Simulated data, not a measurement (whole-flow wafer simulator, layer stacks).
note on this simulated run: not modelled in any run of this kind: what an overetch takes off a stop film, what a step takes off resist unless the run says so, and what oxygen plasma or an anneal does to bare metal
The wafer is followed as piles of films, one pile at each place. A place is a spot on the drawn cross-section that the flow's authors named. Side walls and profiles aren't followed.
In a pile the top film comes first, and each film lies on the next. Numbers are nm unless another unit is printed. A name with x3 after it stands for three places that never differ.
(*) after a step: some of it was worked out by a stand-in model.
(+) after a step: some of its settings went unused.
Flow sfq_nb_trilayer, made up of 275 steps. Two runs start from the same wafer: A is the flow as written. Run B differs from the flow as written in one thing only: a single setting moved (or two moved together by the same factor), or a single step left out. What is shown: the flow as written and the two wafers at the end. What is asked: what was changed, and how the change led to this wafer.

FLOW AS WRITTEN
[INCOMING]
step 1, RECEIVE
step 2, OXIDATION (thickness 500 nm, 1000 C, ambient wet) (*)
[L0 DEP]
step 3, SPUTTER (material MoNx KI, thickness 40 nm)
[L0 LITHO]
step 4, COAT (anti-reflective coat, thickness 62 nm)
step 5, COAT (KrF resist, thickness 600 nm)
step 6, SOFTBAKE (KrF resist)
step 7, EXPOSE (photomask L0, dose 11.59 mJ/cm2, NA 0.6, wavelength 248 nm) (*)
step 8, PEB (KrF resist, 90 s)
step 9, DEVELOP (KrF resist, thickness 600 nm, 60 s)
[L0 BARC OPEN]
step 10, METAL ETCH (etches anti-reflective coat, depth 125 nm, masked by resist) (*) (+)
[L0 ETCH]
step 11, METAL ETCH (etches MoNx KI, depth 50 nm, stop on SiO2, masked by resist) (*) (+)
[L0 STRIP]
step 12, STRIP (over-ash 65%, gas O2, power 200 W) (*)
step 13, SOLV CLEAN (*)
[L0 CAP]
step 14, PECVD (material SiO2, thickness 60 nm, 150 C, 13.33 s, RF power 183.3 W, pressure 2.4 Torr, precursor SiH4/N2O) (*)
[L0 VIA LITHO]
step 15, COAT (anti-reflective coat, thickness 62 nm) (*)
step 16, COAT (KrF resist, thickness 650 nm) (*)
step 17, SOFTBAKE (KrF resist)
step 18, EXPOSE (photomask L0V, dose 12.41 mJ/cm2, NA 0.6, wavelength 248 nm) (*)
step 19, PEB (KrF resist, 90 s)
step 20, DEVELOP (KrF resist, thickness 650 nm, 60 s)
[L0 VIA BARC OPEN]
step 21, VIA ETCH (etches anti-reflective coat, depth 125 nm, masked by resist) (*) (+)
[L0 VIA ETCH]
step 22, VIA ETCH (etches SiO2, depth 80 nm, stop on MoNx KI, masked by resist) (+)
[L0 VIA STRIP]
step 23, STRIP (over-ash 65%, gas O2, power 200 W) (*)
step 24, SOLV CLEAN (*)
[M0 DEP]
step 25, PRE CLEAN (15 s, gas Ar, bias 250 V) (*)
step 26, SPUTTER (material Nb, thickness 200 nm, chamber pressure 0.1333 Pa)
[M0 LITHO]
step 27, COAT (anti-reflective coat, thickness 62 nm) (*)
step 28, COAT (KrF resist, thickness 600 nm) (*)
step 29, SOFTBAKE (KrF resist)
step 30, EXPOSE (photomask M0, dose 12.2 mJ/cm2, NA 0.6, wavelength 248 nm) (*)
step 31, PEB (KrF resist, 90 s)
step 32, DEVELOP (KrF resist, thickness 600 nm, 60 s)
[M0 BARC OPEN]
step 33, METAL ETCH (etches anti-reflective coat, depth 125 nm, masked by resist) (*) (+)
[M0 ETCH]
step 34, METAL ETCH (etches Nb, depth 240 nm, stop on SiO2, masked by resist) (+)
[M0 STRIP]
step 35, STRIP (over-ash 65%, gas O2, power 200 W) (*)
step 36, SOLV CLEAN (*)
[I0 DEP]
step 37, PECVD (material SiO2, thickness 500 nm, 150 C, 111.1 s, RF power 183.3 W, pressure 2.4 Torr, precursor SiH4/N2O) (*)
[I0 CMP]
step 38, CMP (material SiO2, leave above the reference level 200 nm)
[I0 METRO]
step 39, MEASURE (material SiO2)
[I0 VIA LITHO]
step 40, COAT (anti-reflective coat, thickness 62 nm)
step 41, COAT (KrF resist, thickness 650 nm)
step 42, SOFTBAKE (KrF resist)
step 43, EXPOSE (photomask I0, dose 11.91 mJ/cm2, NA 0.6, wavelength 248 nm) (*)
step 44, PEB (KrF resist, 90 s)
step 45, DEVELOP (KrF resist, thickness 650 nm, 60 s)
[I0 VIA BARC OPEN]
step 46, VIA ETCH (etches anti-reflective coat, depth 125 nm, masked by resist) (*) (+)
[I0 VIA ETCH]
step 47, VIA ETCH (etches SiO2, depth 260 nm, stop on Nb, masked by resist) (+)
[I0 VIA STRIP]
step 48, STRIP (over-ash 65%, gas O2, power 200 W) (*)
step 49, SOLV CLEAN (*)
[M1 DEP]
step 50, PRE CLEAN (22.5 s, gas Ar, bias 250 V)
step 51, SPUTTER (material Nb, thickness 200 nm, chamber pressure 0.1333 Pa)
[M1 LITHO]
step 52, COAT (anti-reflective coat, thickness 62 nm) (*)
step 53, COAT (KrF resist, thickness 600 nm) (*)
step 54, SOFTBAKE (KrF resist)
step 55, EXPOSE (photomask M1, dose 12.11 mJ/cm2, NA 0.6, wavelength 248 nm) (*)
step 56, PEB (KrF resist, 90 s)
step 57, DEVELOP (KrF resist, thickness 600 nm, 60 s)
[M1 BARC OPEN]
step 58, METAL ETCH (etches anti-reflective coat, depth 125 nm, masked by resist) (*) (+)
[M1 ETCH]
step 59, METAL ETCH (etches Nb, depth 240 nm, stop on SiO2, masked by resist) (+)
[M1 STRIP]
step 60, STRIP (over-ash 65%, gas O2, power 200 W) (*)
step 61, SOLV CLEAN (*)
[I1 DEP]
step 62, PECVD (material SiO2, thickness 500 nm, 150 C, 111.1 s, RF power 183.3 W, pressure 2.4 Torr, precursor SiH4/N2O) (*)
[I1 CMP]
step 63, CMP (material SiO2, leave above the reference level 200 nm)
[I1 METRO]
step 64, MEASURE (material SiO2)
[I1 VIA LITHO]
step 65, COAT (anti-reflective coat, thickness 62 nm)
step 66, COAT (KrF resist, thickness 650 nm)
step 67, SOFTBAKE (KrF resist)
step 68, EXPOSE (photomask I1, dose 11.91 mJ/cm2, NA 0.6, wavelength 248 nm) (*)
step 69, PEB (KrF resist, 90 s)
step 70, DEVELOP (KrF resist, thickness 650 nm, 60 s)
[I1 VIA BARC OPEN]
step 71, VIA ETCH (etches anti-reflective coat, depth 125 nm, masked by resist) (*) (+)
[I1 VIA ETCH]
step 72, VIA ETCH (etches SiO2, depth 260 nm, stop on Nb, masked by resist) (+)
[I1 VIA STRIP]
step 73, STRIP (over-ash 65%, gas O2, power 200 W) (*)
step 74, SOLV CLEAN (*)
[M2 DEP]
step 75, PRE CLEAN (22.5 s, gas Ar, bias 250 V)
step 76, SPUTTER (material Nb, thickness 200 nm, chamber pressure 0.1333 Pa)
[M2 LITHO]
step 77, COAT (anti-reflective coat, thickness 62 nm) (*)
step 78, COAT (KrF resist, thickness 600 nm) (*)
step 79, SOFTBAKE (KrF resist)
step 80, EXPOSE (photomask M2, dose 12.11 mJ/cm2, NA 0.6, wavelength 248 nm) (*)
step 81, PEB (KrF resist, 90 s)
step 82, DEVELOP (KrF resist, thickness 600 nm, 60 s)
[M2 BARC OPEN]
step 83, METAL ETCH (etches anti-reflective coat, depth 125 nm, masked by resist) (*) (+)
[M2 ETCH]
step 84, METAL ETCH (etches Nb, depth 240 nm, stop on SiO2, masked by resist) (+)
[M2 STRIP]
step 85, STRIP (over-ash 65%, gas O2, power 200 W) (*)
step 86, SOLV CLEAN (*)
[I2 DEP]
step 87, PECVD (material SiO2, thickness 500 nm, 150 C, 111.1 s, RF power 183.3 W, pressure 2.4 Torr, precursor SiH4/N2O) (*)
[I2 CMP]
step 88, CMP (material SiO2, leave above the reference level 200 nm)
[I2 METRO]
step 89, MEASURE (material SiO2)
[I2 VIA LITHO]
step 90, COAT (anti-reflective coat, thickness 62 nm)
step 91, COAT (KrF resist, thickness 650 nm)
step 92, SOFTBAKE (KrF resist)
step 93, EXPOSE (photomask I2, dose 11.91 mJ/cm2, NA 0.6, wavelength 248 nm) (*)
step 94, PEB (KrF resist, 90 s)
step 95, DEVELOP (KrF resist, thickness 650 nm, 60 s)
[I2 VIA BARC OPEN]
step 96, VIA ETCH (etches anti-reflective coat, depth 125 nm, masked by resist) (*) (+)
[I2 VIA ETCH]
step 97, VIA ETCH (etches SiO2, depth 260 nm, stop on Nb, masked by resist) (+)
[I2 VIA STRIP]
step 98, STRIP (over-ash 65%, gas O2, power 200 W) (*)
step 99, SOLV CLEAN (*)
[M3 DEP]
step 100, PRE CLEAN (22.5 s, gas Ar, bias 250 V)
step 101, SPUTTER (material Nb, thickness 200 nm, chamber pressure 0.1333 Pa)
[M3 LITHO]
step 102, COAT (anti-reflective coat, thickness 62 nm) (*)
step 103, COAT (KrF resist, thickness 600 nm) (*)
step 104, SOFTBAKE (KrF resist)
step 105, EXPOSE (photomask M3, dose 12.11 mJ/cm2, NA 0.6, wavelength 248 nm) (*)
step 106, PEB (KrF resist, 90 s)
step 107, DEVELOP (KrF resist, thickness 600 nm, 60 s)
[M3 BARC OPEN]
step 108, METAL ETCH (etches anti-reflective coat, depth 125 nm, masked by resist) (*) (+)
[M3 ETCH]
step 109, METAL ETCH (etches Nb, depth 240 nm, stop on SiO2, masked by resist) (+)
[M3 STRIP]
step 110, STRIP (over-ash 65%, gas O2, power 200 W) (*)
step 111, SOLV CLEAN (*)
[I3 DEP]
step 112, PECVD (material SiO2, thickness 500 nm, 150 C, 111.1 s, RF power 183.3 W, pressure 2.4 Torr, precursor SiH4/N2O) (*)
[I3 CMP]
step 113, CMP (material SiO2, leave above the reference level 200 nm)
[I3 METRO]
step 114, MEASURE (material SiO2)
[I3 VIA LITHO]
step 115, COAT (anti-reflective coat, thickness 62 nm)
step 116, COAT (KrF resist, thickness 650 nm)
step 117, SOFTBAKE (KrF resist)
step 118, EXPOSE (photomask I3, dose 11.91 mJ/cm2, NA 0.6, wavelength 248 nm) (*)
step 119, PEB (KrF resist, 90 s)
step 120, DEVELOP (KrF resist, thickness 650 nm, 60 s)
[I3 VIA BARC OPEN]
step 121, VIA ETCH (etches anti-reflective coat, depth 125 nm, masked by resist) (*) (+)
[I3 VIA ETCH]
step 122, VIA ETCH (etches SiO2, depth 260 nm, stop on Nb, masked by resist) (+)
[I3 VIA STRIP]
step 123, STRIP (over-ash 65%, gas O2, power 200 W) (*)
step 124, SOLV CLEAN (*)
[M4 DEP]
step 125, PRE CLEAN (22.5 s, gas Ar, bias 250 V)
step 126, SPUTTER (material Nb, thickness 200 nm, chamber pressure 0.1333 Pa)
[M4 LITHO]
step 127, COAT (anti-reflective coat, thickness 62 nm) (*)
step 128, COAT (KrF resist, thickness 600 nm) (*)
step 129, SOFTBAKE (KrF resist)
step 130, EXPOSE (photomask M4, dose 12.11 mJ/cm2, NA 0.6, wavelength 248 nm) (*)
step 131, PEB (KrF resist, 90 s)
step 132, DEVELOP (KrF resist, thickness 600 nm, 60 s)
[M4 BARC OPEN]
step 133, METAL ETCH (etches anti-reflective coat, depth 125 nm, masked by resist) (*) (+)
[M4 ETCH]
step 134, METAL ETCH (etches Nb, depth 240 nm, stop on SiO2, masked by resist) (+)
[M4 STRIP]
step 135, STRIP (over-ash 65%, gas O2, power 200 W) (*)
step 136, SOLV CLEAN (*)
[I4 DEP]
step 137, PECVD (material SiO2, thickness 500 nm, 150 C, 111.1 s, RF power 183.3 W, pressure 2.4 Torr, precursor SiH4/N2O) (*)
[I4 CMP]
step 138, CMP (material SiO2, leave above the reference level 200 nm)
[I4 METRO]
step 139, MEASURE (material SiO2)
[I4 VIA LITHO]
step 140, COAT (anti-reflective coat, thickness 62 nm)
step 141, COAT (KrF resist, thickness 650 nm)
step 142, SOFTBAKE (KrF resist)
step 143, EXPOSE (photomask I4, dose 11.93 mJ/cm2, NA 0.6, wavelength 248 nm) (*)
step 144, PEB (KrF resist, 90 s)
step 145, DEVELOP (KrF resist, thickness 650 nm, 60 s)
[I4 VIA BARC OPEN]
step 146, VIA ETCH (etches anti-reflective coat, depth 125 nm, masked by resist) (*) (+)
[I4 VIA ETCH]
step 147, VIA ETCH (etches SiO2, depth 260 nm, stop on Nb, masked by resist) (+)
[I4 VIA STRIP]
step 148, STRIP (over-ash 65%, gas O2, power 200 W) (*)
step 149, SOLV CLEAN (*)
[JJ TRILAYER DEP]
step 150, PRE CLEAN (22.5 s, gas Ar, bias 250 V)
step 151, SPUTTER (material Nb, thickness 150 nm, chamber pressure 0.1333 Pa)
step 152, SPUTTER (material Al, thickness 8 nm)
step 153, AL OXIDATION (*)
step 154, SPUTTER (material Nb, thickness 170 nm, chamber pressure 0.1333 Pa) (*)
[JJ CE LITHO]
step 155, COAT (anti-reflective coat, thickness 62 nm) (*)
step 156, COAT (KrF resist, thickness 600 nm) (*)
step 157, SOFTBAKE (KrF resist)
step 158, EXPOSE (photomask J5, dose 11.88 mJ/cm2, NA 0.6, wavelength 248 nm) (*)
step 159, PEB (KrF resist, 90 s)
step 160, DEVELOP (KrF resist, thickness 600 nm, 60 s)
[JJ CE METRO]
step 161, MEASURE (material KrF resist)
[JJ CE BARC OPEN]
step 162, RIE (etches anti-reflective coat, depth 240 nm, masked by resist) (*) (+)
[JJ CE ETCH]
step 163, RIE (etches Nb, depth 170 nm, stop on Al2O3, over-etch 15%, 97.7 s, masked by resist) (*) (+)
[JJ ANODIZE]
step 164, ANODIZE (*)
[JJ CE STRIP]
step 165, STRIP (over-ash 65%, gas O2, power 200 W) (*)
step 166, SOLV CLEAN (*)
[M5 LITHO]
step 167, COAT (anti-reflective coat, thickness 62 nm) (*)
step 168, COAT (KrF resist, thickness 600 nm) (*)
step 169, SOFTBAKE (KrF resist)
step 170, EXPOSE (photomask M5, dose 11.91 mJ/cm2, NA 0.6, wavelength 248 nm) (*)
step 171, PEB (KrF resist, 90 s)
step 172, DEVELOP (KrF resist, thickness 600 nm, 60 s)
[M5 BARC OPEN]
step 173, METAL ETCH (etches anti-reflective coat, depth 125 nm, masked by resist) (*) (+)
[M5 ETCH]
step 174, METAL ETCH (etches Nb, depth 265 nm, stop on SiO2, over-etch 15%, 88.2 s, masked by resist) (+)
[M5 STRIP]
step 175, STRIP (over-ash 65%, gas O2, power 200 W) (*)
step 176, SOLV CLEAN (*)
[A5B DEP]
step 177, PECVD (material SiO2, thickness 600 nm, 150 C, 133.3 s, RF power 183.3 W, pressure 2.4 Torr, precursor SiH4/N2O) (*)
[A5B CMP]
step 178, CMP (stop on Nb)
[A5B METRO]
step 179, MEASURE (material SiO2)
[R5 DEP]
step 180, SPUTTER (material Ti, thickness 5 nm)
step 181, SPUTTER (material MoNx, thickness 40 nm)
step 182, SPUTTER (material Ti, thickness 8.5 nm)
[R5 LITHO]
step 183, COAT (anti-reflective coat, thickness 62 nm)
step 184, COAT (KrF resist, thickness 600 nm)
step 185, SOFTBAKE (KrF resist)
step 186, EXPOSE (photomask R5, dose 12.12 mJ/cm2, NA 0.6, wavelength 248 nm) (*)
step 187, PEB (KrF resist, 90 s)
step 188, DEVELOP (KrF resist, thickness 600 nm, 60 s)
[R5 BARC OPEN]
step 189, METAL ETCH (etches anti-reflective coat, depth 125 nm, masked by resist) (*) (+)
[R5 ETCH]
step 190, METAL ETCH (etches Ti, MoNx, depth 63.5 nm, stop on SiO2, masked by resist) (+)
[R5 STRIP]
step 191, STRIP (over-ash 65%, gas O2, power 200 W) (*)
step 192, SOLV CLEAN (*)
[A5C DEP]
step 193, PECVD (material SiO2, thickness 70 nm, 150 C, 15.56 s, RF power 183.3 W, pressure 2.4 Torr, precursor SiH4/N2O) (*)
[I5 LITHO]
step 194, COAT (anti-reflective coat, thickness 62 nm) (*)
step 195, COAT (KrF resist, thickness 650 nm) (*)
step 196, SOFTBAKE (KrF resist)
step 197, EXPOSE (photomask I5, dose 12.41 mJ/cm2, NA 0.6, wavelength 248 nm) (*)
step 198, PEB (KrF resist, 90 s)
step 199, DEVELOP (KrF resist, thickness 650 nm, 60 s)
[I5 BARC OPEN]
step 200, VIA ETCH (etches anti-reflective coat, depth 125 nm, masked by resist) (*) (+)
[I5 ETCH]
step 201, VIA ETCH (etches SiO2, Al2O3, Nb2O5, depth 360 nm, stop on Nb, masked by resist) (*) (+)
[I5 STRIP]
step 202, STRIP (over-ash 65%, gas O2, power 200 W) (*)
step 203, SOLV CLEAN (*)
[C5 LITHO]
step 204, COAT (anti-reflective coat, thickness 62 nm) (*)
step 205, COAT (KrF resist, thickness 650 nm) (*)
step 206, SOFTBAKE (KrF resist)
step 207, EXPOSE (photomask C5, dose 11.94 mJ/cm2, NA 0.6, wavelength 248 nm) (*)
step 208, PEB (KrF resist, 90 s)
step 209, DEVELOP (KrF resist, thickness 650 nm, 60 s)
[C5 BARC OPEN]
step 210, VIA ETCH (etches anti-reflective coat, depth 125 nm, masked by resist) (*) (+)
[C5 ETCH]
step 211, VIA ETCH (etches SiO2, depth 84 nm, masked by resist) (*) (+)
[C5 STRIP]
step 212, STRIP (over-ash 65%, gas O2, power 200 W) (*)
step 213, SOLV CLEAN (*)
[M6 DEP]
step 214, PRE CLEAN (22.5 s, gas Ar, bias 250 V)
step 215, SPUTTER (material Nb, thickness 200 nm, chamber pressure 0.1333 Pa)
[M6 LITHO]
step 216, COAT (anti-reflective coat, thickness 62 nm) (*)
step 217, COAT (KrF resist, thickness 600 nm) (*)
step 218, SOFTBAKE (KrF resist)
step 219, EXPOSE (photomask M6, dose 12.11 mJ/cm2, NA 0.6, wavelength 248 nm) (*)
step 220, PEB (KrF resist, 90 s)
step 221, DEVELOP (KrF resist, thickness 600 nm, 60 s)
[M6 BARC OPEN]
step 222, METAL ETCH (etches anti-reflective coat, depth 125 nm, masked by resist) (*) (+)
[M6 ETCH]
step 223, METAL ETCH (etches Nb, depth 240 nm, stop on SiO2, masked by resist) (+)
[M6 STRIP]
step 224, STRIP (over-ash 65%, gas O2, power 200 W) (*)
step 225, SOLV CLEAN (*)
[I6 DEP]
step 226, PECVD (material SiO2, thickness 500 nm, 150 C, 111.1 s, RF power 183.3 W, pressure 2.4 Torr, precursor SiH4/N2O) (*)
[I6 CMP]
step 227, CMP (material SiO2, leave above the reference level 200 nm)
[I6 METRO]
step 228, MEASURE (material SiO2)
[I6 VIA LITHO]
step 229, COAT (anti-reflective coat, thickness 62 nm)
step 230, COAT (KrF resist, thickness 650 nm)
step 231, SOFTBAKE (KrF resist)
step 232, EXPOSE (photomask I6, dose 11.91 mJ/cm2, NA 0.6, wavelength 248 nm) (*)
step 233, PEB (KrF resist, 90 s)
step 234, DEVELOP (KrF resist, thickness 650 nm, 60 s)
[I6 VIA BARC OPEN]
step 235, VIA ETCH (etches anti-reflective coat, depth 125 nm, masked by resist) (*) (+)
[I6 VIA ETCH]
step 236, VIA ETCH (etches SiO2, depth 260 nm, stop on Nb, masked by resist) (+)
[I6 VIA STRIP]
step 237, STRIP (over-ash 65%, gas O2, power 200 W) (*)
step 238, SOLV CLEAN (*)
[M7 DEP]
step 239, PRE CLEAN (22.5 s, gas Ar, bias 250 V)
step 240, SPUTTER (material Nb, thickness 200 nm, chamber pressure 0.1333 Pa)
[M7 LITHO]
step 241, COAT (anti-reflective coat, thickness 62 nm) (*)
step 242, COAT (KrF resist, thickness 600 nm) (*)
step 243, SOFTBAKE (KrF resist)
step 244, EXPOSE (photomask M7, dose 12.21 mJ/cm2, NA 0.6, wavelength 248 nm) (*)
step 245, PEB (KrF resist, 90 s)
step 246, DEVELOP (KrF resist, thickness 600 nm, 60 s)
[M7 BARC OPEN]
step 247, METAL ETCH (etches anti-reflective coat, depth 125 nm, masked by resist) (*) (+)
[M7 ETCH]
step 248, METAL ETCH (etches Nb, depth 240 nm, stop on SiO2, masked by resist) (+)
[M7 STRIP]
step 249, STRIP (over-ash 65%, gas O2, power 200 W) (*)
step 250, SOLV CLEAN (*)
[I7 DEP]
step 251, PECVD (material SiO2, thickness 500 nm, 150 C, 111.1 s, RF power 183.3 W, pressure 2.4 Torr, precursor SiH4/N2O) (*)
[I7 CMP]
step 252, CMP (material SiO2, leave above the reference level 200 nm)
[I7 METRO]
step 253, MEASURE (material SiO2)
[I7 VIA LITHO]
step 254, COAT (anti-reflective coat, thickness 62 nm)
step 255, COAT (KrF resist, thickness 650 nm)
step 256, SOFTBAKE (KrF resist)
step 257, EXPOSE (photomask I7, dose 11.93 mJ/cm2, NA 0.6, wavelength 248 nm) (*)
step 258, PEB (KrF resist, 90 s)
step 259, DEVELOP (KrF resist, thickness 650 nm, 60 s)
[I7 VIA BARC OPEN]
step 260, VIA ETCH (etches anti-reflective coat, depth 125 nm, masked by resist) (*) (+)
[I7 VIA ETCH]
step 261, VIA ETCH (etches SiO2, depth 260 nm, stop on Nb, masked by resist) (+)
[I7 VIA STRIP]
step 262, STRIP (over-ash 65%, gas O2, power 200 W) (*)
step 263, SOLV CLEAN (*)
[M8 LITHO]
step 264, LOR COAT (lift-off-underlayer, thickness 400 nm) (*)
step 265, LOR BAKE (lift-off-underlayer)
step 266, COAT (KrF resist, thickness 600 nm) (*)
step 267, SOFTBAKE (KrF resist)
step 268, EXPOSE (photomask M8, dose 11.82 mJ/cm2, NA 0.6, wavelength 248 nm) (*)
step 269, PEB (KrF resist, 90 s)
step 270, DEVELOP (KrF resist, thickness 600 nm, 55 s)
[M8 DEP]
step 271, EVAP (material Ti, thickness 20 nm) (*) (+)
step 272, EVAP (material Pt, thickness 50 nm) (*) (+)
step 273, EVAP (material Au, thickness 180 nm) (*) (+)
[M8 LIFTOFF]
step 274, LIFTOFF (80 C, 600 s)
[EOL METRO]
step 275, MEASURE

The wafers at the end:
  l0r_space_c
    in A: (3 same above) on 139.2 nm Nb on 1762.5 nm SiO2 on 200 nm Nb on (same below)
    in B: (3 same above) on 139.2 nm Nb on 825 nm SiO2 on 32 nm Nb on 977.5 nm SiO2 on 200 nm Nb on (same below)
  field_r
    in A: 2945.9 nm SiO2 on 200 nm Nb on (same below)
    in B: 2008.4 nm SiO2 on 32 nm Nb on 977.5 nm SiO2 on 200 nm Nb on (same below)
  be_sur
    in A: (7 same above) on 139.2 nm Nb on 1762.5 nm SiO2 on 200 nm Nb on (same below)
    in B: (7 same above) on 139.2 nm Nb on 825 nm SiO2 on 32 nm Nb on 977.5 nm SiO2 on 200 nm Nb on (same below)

The reason: step 101, SPUTTER: thickness 272 nm was run, whereas the flow has thickness 200 nm.

The path from the change to this, step by step:
  step 101, SPUTTER (material Nb, thickness 200 nm, chamber pressure 0.1333 Pa)
      field_l, v_sur, via_wl and 102 more: A +200 Nb (new film) | B +272 Nb (new film)
      via_w: A +165.5 Nb | B +226.1 Nb
  step 102, COAT (anti-reflective coat, thickness 62 nm) (*)
      via_wl, via_wr: A +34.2 anti-reflective coat (new film) | B +33 anti-reflective coat (new film)
  step 109, METAL ETCH (etches Nb, depth 240 nm, stop on SiO2, masked by resist) (+)
      field_l, be, be_sur and 72 more: A -200 Nb (all of it) | B -240 Nb
  step 110, STRIP (over-ash 65%, gas O2, power 200 W) (*)
      via_wl: A -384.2 KrF resist (all of it), -34.2 anti-reflective coat (all of it) | B -383.8 KrF resist (all of it), -33 anti-reflective coat (all of it)
      via_wr: A -384.2 KrF resist (all of it), -34.2 anti-reflective coat (all of it) | B -383.9 KrF resist (all of it), -33 anti-reflective coat (all of it)
  step 112, PECVD (material SiO2, thickness 500 nm, 150 C, 111.1 s, RF power 183.3 W, pressure 2.4 Torr, precursor SiH4/N2O) (*)
      field_l, be, be_sur and 64 more: A +500 SiO2 | B +500 SiO2 (new film)
      p4_g1, p4_g2, p3_s0, p3_s1, p3_s2, p3_s3, p3_s4, p3_s5: A +557.1 SiO2 | B +597.1 SiO2 (new film)
      (and at 1 other place as well)
  step 113, CMP (material SiO2, leave above the reference level 200 nm)
      field_l, be, be_sur and 64 more: A -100 SiO2 | B -60 SiO2
      via_w: A -181.6 SiO2 | B -157.1 SiO2
If metal films that touch count as one body, l0r_space_c has 3 bodies (between them, from the top down: SiO2 825; SiO2 977.5); the flow as written gives 2 bodies (between them, from the top down: SiO2 1762.5).
If metal films that touch count as one body, field_r has 2 bodies (between them, from the top down: SiO2 977.5); the flow as written gives 1 body.
If metal films that touch count as one body, be_sur has 5 bodies (between them, from the top down: SiO2 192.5; SiO2 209 / Al2O3 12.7 / Nb2O5 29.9; SiO2 825; SiO2 977.5); the flow as written gives 4 bodies (between them, from the top down: SiO2 192.5; SiO2 209 / Al2O3 12.7 / Nb2O5 29.9; SiO2 1762.5).
